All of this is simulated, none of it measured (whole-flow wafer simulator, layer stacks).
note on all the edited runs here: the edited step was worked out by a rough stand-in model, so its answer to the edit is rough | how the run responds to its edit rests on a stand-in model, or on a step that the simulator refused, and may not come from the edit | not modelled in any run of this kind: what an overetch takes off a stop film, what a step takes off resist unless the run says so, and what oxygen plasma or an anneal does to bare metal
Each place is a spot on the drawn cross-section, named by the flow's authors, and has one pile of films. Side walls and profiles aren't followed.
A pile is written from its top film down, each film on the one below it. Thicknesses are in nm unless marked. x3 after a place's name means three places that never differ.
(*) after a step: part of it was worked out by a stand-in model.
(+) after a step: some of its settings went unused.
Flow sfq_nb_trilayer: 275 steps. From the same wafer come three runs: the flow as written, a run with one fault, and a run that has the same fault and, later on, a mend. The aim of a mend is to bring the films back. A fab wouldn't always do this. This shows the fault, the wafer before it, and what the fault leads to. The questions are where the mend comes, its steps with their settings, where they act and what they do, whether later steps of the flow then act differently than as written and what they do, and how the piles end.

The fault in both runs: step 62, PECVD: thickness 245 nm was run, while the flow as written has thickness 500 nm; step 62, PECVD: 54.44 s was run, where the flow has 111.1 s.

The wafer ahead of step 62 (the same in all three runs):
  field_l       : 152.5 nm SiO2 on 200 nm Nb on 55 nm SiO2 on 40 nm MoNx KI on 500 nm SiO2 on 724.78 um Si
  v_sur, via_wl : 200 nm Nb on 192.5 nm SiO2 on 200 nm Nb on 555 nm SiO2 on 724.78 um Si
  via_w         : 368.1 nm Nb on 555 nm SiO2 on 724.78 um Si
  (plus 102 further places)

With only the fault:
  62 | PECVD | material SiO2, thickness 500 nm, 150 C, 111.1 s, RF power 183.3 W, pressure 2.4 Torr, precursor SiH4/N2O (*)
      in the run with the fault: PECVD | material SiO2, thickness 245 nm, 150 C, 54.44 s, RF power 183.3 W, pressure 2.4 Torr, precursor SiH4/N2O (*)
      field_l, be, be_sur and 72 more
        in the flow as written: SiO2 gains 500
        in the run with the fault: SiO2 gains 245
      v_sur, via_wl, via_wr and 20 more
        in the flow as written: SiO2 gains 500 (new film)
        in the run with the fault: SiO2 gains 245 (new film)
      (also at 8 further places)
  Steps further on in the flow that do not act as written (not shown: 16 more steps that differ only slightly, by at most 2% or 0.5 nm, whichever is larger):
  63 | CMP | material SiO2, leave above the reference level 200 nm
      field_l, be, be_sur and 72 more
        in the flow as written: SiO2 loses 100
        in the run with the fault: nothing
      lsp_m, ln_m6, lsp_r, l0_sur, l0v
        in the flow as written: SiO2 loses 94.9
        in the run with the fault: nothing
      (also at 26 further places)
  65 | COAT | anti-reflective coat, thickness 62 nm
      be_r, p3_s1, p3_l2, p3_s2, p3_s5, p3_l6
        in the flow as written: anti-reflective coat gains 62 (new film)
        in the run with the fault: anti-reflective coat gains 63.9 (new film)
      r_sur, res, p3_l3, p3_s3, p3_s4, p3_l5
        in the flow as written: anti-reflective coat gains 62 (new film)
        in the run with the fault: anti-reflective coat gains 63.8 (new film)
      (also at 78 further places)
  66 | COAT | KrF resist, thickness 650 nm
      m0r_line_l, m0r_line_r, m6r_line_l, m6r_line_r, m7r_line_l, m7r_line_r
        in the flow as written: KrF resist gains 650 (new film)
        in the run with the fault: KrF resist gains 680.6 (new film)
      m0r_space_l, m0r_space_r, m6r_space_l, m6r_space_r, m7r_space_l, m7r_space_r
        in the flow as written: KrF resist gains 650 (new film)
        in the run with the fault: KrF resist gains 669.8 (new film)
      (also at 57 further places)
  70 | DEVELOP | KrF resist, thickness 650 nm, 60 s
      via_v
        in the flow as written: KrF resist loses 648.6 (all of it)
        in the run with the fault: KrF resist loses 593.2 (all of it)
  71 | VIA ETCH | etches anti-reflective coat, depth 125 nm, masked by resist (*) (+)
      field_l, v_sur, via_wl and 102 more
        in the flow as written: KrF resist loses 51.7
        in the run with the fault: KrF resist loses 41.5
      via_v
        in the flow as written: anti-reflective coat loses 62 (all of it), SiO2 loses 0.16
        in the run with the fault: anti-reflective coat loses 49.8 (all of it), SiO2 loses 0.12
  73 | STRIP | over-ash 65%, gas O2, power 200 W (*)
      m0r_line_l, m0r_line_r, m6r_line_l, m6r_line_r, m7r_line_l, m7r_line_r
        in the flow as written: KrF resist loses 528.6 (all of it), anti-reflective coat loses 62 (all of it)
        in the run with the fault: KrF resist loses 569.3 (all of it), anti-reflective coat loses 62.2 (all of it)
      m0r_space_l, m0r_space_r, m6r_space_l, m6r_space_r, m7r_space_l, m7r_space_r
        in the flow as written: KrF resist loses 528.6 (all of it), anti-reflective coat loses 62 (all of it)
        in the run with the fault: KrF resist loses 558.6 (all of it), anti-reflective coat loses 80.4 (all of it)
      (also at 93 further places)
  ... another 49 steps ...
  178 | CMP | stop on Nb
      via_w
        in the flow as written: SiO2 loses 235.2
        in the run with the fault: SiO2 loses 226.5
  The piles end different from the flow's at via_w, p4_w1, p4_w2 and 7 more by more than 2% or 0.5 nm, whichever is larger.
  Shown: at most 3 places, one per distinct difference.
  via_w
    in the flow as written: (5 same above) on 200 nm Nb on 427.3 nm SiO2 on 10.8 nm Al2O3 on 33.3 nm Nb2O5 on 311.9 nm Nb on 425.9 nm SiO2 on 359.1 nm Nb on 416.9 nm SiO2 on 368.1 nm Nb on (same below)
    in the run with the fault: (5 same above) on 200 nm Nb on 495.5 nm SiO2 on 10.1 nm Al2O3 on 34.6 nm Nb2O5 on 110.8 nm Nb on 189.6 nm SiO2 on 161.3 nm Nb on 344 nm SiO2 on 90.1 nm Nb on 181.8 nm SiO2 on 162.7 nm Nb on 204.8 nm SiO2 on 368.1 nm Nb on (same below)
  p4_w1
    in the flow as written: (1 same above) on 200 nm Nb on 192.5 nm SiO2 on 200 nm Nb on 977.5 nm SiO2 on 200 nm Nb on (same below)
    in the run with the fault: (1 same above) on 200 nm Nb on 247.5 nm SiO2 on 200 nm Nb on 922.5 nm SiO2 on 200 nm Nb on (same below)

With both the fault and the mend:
  The mend stands after step 62.
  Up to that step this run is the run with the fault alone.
  62a | PECVD | material SiO2, thickness 255 nm, 150 C, 56.67 s, RF power 183.3 W, pressure 2.4 Torr, precursor SiH4/N2O (*) (the flow's step 62, run once more with other settings)
      field_l, v_sur, via_wl and 102 more
        SiO2 gains 255
      via_w
        SiO2 gains 260.8
  Steps further on in the flow that do not act as written:
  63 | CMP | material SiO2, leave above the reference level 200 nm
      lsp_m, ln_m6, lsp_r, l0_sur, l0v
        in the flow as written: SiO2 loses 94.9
        in the run with the mend: SiO2 loses 100
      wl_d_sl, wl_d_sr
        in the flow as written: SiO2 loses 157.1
        in the run with the mend: SiO2 loses 100
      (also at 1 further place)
  The piles end the same as the flow's at every place that both follow.
